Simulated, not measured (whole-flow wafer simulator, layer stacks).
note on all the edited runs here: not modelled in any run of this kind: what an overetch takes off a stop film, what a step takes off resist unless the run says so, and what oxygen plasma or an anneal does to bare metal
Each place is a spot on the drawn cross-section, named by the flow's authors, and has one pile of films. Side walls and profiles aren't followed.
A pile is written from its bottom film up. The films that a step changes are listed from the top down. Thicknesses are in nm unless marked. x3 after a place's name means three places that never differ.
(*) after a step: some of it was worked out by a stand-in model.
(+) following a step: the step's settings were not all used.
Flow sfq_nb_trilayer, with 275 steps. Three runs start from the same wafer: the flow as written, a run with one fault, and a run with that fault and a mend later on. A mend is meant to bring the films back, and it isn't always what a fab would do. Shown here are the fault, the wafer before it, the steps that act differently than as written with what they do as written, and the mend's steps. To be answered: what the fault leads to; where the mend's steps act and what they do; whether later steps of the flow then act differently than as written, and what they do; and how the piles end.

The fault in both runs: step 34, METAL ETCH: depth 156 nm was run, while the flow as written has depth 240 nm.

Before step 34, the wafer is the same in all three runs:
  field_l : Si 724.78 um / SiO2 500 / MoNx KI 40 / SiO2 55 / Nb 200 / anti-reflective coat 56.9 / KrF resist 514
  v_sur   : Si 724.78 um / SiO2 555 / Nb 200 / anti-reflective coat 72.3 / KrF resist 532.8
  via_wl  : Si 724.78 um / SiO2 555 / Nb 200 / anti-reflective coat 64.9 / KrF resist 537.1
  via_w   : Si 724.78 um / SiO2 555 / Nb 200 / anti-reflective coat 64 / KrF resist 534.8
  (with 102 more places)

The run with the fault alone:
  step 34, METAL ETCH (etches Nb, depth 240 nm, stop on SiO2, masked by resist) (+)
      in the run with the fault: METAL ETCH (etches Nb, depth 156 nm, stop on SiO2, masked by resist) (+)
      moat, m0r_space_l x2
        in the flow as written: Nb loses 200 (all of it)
        in the run with the fault: Nb loses 156
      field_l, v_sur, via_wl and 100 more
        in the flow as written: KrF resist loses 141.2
        in the run with the fault: KrF resist loses 91.8
  Later steps of the flow acting differently than as written:
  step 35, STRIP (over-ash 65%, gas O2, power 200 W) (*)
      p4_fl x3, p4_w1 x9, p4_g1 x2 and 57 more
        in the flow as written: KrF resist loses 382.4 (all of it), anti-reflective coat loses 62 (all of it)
        in the run with the fault: KrF resist loses 431.8 (all of it), anti-reflective coat loses 62 (all of it)
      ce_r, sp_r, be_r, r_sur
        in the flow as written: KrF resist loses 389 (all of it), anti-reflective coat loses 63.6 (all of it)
        in the run with the fault: KrF resist loses 438.4 (all of it), anti-reflective coat loses 63.6 (all of it)
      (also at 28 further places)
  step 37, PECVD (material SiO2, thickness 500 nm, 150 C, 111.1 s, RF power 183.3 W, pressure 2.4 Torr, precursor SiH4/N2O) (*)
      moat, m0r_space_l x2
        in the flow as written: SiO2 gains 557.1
        in the run with the fault: SiO2 gains 513.1 (new film)
  The piles end different from the flow's at moat, m0r_space_l x2 by more than 2% or 0.5 nm, whichever is larger.
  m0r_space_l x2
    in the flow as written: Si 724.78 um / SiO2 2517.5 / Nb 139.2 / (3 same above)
    in the run with the fault: Si 724.78 um / SiO2 555 / Nb 44 / SiO2 1918.5 / Nb 139.2 / (3 same above)
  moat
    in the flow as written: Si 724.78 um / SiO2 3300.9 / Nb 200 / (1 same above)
    in the run with the fault: Si 724.78 um / SiO2 555 / Nb 44 / SiO2 2701.9 / Nb 200 / (1 same above)

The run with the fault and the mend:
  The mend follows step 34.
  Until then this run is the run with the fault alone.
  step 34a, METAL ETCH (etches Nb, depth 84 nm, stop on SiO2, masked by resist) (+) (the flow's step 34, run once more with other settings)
      field_l, v_sur, via_wl and 100 more
        KrF resist loses 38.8
      moat, m0r_space_l x2
        Nb loses 44 (all of it)
  Later steps of the flow acting differently than as written:
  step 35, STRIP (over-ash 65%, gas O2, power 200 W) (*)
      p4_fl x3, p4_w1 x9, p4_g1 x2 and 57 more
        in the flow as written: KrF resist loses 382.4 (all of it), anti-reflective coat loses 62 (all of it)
        in the run with the mend: KrF resist loses 393 (all of it), anti-reflective coat loses 62 (all of it)
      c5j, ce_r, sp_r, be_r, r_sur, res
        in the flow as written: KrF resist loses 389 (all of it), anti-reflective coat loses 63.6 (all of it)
        in the run with the mend: KrF resist loses 399.6 (all of it), anti-reflective coat loses 63.6 (all of it)
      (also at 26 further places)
  By the end, the piles equal the flow's at every place that both follow.
